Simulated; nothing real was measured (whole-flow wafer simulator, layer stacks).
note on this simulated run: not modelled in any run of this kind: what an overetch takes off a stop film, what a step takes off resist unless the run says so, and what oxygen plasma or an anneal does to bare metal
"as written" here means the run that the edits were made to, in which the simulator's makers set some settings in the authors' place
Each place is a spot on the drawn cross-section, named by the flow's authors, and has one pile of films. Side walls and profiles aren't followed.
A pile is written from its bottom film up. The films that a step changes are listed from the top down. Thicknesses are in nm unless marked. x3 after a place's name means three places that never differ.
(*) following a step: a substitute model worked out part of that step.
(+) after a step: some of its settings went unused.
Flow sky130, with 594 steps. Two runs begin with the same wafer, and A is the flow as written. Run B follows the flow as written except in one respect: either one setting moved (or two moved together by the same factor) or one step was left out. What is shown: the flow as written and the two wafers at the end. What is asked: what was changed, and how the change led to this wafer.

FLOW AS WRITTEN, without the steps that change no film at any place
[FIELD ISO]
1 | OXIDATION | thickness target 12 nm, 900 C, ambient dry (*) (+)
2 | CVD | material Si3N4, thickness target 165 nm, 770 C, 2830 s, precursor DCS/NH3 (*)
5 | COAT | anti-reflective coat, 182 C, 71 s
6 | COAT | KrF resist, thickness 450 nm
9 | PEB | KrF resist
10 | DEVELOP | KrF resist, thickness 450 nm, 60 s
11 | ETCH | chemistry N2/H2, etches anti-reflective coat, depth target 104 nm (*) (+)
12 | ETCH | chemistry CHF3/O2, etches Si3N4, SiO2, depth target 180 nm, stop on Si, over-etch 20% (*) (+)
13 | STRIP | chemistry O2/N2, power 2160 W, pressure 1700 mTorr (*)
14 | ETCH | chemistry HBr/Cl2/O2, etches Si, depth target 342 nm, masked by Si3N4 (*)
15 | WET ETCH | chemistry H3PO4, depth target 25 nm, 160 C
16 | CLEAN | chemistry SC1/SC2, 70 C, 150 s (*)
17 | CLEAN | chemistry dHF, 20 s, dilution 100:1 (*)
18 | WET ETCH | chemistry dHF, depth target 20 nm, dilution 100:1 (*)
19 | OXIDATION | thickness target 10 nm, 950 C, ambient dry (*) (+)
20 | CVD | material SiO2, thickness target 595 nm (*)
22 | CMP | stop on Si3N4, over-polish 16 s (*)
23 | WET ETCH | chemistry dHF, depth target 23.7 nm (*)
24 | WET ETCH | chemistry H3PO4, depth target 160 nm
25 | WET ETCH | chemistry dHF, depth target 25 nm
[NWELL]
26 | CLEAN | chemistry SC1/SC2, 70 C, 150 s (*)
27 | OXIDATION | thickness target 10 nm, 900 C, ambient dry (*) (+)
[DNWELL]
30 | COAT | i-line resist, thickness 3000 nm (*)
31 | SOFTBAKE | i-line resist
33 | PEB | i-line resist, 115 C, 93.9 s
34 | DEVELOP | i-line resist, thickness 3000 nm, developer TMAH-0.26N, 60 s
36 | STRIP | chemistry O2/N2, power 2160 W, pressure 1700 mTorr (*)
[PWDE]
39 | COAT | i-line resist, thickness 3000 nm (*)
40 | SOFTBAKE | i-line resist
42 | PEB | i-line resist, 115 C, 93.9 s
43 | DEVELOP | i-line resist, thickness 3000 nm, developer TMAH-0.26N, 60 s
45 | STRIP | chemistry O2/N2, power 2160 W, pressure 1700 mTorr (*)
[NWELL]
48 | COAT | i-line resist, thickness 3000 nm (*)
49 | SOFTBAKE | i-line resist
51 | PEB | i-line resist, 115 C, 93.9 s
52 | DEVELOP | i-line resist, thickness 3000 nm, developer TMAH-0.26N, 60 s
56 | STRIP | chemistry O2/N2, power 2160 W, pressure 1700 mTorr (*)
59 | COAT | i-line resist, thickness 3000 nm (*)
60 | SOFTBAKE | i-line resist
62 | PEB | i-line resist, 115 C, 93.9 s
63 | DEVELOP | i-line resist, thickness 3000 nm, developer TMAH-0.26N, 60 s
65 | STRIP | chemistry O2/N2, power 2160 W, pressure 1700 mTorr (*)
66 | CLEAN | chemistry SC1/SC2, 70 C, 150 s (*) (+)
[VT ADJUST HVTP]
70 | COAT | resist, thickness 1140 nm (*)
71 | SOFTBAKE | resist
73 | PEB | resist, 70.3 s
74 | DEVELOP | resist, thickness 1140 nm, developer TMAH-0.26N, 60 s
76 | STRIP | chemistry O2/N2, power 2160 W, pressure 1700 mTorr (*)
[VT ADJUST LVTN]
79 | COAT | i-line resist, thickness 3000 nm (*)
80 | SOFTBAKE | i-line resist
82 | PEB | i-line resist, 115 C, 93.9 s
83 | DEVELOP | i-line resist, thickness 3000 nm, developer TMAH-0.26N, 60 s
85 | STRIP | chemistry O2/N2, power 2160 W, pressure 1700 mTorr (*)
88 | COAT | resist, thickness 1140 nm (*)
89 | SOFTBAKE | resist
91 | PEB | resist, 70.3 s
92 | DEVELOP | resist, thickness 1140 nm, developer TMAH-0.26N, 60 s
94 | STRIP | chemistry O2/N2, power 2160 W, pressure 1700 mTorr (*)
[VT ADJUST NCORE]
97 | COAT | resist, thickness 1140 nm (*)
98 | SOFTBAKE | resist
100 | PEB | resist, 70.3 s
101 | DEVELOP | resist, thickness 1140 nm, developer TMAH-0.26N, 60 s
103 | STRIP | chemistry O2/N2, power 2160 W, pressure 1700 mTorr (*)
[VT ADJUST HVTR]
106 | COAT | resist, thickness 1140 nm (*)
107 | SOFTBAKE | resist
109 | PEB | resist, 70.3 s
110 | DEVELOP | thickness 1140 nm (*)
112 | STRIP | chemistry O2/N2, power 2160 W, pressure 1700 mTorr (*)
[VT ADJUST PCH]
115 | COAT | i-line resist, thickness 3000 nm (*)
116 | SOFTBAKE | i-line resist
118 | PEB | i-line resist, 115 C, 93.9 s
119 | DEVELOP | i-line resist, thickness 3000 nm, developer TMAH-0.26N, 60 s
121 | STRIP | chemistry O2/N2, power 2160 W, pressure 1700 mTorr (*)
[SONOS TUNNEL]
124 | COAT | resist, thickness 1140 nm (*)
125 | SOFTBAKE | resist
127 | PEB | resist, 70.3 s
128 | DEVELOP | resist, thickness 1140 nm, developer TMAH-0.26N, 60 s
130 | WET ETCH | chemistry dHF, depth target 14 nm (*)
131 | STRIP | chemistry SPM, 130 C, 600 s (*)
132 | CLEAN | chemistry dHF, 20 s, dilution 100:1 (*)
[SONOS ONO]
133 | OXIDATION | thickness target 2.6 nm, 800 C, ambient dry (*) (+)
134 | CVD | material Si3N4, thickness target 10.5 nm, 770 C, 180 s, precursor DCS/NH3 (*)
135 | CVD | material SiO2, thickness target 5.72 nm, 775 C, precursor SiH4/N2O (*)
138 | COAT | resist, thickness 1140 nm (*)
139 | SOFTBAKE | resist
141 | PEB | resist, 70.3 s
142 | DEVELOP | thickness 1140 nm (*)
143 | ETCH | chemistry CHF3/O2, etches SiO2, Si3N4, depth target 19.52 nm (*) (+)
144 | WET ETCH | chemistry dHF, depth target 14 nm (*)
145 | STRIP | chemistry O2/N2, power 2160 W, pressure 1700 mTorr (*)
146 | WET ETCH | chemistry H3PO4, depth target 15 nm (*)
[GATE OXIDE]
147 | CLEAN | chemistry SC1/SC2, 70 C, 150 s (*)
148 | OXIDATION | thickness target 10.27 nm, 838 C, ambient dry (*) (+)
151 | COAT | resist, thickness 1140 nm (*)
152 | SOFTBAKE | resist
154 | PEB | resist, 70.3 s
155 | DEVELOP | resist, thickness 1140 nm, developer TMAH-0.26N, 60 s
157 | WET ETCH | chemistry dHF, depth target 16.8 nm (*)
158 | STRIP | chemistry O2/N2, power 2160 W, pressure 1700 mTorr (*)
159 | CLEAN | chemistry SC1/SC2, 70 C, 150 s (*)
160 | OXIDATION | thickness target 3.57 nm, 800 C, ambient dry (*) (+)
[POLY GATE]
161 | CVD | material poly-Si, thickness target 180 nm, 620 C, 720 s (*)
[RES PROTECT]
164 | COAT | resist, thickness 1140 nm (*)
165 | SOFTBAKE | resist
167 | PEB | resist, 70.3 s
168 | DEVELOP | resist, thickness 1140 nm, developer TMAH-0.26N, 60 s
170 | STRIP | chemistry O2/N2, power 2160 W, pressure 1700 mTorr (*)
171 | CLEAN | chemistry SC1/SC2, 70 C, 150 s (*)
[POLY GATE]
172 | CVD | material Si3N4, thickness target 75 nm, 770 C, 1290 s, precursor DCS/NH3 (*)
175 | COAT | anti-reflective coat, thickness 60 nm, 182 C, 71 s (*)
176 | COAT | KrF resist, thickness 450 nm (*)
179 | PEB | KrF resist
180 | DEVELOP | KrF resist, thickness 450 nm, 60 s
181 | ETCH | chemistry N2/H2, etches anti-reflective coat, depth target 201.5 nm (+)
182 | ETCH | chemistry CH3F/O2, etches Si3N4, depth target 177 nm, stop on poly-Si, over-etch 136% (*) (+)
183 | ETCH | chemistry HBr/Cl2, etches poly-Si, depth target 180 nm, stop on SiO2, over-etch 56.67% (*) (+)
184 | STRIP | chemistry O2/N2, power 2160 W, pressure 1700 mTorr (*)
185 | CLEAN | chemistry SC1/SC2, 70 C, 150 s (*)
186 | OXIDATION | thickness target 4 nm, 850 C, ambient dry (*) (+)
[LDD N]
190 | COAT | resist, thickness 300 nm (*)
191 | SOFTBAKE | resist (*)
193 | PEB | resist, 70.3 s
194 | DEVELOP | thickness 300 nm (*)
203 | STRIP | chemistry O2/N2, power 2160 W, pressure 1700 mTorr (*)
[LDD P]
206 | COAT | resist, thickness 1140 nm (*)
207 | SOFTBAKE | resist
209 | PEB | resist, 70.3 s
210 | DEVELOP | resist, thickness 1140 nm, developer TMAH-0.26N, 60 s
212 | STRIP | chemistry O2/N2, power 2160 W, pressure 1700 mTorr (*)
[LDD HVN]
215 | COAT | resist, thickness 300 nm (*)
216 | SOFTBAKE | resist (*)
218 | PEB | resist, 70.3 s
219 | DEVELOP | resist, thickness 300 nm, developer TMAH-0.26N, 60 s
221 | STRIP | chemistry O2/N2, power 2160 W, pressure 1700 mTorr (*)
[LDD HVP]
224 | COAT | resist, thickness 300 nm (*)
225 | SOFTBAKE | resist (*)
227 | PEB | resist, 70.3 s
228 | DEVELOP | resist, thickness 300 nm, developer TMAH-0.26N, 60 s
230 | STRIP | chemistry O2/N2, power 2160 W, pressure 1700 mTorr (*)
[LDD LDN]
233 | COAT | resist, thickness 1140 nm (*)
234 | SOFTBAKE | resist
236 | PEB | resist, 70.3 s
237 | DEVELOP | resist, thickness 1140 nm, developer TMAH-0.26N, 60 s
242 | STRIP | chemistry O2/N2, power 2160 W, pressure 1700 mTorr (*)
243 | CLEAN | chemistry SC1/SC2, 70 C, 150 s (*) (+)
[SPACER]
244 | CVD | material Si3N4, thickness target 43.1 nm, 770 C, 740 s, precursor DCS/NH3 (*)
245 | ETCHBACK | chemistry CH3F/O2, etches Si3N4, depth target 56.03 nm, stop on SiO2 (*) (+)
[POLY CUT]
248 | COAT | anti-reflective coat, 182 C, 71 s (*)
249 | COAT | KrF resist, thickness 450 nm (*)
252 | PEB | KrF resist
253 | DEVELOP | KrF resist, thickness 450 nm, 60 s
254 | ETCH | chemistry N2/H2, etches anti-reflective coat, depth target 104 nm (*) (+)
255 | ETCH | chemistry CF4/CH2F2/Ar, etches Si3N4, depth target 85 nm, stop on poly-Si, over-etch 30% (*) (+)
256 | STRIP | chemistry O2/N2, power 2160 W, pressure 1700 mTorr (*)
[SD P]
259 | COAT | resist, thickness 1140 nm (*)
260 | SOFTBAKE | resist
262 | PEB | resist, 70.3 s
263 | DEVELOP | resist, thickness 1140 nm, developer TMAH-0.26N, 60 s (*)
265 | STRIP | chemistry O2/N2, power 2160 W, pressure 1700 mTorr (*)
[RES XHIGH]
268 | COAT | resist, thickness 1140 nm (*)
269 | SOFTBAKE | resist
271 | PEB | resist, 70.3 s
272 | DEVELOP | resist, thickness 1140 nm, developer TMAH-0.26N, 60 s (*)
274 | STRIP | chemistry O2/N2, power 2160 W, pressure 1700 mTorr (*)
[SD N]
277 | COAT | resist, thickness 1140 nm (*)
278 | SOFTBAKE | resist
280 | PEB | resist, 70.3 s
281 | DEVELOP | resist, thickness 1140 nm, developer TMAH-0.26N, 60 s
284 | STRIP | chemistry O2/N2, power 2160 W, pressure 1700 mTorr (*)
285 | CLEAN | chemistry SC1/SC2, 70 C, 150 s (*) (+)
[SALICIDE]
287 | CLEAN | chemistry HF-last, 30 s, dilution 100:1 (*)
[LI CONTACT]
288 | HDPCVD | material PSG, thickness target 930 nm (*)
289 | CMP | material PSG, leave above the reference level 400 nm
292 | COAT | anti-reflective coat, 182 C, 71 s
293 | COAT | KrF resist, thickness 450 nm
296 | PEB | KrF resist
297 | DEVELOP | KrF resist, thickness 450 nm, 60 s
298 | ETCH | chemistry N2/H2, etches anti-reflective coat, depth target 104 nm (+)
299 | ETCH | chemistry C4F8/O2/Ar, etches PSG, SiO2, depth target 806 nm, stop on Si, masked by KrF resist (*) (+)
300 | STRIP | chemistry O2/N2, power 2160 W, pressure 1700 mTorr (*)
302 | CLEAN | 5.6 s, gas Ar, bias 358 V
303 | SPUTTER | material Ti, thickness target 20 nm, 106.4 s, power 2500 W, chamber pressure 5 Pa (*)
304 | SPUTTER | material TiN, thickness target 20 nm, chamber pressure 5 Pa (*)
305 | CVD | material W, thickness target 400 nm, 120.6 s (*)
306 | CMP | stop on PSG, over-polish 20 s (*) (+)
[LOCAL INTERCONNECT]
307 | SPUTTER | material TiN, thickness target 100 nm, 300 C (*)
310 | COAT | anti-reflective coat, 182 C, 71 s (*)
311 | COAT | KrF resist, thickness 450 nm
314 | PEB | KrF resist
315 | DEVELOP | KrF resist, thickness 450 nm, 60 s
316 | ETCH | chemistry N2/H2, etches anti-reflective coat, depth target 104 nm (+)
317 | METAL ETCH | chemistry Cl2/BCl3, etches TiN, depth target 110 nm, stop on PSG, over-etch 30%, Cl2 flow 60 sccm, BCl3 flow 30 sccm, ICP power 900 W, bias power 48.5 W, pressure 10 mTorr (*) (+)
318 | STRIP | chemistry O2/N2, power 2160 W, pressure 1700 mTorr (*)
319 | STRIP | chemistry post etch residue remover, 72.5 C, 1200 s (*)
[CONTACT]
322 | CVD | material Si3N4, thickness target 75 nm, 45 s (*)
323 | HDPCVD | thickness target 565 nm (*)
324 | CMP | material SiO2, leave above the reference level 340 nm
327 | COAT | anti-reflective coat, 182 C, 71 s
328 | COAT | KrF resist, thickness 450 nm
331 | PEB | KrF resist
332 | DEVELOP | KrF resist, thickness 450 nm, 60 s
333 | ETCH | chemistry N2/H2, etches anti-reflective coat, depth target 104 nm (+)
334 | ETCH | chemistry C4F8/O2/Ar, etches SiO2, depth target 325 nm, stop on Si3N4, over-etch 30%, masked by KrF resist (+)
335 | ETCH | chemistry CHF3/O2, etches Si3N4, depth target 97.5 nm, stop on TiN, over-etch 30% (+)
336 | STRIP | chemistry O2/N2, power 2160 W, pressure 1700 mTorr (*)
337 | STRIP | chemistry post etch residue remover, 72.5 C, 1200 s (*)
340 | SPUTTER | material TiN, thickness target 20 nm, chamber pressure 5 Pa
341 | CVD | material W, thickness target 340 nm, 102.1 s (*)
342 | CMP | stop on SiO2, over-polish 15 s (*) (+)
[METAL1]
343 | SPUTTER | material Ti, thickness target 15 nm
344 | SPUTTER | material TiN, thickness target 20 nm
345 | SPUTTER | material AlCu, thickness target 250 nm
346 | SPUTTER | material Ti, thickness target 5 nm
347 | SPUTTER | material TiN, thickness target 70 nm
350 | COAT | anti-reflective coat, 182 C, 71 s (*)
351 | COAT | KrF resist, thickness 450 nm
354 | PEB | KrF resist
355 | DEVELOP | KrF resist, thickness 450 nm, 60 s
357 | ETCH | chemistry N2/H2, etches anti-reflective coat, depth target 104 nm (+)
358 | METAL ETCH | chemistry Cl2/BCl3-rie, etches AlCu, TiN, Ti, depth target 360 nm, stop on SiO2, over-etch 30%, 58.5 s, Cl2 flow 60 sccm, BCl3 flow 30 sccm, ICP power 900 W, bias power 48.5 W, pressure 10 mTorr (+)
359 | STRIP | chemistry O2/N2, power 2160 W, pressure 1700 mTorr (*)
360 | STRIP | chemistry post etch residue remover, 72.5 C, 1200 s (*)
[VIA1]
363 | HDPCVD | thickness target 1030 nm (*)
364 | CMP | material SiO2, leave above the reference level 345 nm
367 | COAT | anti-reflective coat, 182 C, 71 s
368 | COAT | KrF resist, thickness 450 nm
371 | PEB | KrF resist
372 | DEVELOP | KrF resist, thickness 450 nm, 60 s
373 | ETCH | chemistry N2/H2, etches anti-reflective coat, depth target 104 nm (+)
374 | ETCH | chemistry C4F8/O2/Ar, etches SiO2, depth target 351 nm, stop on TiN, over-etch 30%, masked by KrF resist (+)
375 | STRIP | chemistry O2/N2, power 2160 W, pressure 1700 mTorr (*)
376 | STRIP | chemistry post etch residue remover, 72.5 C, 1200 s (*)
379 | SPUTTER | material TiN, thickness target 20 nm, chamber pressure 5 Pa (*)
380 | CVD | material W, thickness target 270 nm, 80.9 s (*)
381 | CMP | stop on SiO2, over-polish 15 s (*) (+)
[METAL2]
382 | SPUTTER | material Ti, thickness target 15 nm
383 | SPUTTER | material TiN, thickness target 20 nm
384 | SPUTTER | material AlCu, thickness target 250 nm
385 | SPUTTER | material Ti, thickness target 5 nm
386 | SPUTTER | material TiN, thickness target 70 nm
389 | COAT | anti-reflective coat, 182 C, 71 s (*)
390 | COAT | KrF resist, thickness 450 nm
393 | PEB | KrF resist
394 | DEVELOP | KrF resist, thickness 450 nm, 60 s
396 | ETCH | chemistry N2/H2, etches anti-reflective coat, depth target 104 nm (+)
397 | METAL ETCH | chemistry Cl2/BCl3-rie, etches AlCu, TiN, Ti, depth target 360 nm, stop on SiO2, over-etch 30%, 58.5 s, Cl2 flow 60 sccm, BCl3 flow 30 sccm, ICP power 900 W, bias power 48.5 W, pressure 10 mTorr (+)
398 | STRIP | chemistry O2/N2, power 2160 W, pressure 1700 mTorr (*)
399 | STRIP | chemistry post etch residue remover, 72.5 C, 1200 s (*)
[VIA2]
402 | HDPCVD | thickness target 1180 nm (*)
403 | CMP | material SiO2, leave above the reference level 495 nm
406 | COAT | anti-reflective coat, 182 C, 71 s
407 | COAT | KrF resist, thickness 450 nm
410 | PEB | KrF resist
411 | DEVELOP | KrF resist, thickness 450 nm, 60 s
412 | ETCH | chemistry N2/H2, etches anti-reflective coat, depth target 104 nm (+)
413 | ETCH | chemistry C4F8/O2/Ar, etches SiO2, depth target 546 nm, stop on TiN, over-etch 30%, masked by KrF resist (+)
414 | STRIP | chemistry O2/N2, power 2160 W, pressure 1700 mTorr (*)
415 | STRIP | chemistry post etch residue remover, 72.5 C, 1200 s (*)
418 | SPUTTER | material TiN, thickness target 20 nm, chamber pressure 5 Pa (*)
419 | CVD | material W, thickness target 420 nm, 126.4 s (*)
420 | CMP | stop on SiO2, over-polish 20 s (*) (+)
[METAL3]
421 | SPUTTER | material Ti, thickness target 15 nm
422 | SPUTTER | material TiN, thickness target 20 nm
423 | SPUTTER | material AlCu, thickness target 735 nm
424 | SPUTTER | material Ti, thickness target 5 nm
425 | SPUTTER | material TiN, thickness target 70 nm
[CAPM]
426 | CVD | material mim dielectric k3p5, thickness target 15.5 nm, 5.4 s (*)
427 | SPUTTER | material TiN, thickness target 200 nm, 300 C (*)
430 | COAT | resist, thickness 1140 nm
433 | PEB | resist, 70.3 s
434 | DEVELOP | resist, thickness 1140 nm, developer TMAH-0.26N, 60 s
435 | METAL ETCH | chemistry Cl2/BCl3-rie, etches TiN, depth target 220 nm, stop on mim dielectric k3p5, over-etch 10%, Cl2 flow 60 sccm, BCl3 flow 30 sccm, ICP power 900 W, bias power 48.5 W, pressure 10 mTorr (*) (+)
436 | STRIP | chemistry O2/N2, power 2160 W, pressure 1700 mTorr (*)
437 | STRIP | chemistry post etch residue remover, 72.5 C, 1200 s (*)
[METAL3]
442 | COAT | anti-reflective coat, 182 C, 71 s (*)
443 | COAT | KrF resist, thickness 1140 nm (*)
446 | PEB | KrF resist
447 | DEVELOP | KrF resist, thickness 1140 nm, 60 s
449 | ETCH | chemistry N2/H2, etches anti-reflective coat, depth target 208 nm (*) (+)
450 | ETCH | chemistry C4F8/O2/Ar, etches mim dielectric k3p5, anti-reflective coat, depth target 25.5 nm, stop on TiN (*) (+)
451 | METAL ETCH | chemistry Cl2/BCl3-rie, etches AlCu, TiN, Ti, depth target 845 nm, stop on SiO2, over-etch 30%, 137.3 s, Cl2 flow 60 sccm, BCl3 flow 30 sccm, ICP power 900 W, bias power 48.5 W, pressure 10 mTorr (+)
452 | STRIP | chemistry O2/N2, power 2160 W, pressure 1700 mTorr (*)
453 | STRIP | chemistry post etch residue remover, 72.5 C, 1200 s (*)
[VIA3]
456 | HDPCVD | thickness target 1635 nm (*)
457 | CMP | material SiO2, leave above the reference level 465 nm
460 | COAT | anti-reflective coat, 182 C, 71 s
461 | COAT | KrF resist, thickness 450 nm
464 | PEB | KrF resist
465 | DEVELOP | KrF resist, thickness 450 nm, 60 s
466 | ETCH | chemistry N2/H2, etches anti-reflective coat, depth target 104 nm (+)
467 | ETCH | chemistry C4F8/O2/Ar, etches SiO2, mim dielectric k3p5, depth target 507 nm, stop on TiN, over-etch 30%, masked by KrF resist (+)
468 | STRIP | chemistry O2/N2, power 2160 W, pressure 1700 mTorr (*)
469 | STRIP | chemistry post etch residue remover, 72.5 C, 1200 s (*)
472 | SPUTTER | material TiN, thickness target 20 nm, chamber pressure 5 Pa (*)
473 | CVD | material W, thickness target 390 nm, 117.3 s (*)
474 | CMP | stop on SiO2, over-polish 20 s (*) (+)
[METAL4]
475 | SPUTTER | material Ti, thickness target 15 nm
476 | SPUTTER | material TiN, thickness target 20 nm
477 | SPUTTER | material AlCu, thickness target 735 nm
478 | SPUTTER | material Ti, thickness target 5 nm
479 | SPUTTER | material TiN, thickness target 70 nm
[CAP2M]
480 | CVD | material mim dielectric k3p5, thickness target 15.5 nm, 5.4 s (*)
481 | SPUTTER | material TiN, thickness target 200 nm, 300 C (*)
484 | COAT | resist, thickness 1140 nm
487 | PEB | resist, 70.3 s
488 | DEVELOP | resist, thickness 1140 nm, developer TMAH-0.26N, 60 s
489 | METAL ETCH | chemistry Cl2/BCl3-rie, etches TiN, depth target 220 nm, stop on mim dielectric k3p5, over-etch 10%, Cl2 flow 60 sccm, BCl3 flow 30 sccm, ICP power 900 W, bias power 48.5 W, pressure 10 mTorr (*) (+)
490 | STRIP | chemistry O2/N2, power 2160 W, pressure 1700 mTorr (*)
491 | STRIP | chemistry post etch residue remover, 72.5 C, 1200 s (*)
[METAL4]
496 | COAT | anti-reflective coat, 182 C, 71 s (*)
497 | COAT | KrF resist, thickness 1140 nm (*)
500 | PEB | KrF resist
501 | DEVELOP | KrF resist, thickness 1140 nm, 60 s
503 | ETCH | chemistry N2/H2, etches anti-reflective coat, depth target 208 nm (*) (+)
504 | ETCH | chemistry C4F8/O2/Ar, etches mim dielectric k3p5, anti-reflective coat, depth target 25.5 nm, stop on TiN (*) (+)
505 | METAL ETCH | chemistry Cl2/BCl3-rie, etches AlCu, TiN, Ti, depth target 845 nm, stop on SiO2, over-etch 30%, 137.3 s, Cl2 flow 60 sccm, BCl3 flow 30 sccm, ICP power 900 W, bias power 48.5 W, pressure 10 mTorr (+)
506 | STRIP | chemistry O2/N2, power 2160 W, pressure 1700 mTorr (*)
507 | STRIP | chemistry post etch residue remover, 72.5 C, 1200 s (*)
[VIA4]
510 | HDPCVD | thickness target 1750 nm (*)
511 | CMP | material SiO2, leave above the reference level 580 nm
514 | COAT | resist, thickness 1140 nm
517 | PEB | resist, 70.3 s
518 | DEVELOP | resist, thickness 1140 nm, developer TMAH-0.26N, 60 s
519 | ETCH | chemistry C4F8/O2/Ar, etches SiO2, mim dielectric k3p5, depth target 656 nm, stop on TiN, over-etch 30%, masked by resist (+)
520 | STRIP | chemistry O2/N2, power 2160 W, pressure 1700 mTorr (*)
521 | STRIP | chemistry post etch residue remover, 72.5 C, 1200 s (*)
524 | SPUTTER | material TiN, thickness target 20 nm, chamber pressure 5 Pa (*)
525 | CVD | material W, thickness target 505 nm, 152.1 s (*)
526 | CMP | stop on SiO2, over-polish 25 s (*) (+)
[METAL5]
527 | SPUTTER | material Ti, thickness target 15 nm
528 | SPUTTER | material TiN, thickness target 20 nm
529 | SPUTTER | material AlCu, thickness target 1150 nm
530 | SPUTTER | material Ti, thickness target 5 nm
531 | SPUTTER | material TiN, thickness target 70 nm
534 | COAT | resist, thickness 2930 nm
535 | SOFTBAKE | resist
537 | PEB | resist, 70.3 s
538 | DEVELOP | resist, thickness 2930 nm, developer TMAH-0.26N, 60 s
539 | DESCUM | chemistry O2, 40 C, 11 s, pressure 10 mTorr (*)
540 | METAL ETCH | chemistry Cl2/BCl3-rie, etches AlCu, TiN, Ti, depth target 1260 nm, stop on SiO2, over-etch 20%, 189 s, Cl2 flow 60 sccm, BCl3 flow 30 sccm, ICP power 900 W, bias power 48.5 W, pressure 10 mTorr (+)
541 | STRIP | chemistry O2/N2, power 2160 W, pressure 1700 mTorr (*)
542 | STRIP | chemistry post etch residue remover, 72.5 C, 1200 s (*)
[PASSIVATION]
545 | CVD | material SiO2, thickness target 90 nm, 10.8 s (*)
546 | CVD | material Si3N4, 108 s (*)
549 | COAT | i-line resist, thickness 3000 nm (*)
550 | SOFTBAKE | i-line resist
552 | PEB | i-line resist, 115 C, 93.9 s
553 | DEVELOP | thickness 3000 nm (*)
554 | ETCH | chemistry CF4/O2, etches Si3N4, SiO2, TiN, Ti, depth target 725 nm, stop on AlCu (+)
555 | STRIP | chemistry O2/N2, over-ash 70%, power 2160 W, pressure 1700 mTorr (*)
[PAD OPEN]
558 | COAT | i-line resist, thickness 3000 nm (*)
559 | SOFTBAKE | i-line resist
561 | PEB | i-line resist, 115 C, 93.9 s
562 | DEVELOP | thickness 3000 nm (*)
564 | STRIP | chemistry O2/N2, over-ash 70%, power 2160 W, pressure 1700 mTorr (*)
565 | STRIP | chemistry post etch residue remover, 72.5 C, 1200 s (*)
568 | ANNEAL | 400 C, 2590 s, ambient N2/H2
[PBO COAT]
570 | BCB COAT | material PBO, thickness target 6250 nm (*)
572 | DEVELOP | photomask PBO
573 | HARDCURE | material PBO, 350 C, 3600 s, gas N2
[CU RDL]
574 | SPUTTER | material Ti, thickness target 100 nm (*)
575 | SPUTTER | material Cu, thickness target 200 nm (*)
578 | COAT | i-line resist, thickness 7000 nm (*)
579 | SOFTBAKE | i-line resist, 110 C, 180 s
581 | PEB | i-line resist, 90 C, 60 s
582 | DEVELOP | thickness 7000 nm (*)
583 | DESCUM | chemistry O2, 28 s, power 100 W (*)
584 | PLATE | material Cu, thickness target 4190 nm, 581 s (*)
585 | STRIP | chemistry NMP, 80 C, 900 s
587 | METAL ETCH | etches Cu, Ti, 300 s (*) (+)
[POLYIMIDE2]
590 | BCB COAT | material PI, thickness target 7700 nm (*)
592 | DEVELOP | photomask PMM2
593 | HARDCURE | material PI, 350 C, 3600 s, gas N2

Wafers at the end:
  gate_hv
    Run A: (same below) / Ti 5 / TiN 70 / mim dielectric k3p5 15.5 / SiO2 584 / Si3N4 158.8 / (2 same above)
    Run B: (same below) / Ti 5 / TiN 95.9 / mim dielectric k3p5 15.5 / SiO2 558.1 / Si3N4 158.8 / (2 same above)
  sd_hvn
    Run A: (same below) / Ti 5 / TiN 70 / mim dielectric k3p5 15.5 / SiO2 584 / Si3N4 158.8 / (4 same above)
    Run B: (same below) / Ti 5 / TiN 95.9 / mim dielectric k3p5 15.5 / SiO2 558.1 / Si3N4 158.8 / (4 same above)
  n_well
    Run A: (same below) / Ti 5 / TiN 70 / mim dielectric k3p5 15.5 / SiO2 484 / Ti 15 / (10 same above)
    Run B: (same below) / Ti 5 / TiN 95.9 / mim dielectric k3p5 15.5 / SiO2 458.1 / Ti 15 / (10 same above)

The reason: step 479, SPUTTER: thickness target 95.9 nm was run, whereas the flow has thickness target 70 nm.
One can read it off the wafer: gate_hv has TiN 95.9, and step 479 as written asks for 70 nm.

Step by step, how the change led to this:
  479 | SPUTTER | material TiN, thickness target 70 nm
      field, active, n_well and 189 more: A +70 TiN (new film) | B +95.9 TiN (new film)
  505 | METAL ETCH | chemistry Cl2/BCl3-rie, etches AlCu, TiN, Ti, depth target 845 nm, stop on SiO2, over-etch 30%, 137.3 s, Cl2 flow 60 sccm, BCl3 flow 30 sccm, ICP power 900 W, bias power 48.5 W, pressure 10 mTorr (+)
      field, gate, spacer and 68 more: A -70 TiN (all of it), -5 Ti (all of it), -735 AlCu (all of it), -20 TiN (all of it), -15 Ti (all of it), -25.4 SiO2 | B -95.9 TiN (all of it), -5 Ti (all of it), -735 AlCu (all of it), -20 TiN (all of it), -15 Ti (all of it), -22.8 SiO2
      active, vpp_iso1, mim_edge_plate and 14 more: A -70 TiN (all of it), -5 Ti (all of it), -735 AlCu (all of it), -20 TiN (all of it), -15 Ti (all of it), -25.3 SiO2 | B -95.9 TiN (all of it), -5 Ti (all of it), -735 AlCu (all of it), -20 TiN (all of it), -15 Ti (all of it), -22.8 SiO2
  511 | CMP | material SiO2, leave above the reference level 580 nm
      n_well, p_well, gate_hv and 99 more: A -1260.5 SiO2 | B -1286.4 SiO2
      m1, via3_hole: A -1259.9 SiO2 | B -1285.8 SiO2
  519 | ETCH | chemistry C4F8/O2/Ar, etches SiO2, mim dielectric k3p5, depth target 656 nm, stop on TiN, over-etch 30%, masked by resist (+)
      field, active, n_well and 188 more: A -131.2 resist | B -124.7 resist
      m1: A -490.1 SiO2 (all of it), -15.5 mim dielectric k3p5 (all of it) | B -464.2 SiO2 (all of it), -15.5 mim dielectric k3p5 (all of it)
      (as well as at 1 more place)
  525 | CVD | material W, thickness target 505 nm, 152.1 s (*)
      m1: A +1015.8 W (new film) | B +989.7 W (new film)
      via4_hole: A +1015.2 W (new film) | B +989.1 W (new film)
